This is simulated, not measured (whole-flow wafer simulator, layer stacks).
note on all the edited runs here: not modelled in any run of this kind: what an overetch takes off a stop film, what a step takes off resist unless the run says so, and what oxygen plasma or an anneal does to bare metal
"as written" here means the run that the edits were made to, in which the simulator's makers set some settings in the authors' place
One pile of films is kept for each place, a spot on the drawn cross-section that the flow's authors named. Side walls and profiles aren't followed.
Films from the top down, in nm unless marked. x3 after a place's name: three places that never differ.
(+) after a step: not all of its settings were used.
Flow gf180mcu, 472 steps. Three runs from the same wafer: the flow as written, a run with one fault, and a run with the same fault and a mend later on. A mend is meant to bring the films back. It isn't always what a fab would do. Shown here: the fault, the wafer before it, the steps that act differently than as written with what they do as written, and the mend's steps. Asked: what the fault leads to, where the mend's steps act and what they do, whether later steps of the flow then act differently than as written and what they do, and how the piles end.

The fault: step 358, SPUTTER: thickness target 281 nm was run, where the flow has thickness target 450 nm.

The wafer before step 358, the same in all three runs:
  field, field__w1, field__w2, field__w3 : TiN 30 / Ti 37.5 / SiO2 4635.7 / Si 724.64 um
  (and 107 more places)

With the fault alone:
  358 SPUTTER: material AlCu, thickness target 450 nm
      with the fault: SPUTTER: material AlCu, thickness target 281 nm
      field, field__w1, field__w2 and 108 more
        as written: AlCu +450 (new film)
        with the fault: AlCu +281 (new film)
  Later steps of the flow that act differently than as written (1 more step differs only slightly, by at most 2% or 0.5 nm, whichever is larger, and isn't shown):
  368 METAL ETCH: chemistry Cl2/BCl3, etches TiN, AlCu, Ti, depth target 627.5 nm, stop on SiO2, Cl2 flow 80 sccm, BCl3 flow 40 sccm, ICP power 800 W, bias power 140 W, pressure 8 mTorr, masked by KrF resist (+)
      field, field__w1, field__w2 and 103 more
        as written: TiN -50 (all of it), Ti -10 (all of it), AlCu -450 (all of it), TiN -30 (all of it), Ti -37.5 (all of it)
        with the fault: TiN -50 (all of it), Ti -10 (all of it), AlCu -281 (all of it), TiN -30 (all of it), Ti -37.5 (all of it)
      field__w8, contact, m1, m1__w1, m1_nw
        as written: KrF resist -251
        with the fault: KrF resist -245.1
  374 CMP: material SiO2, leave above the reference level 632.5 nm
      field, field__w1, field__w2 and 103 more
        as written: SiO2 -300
        with the fault: SiO2 -469
  At the end the piles differ from the flow's by more than 2% or 0.5 nm, whichever is larger, at field, field__w1, field__w2 and 109 more.
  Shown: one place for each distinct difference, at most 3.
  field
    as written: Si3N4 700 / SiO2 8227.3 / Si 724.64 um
    with the fault: Si3N4 700 / SiO2 8058.3 / Si 724.64 um
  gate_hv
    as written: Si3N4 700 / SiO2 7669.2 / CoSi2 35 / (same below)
    with the fault: Si3N4 700 / SiO2 7500.2 / CoSi2 35 / (same below)
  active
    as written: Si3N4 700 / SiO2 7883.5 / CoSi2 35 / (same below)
    with the fault: Si3N4 700 / SiO2 7714.5 / CoSi2 35 / (same below)

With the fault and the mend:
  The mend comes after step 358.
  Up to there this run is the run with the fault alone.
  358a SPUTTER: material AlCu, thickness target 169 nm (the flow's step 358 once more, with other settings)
      field, field__w1, field__w2 and 108 more
        AlCu +169
  No later step of the flow acts differently than as written at any place that is followed.
  At the end the piles are the same as the flow's at every place that both follow.
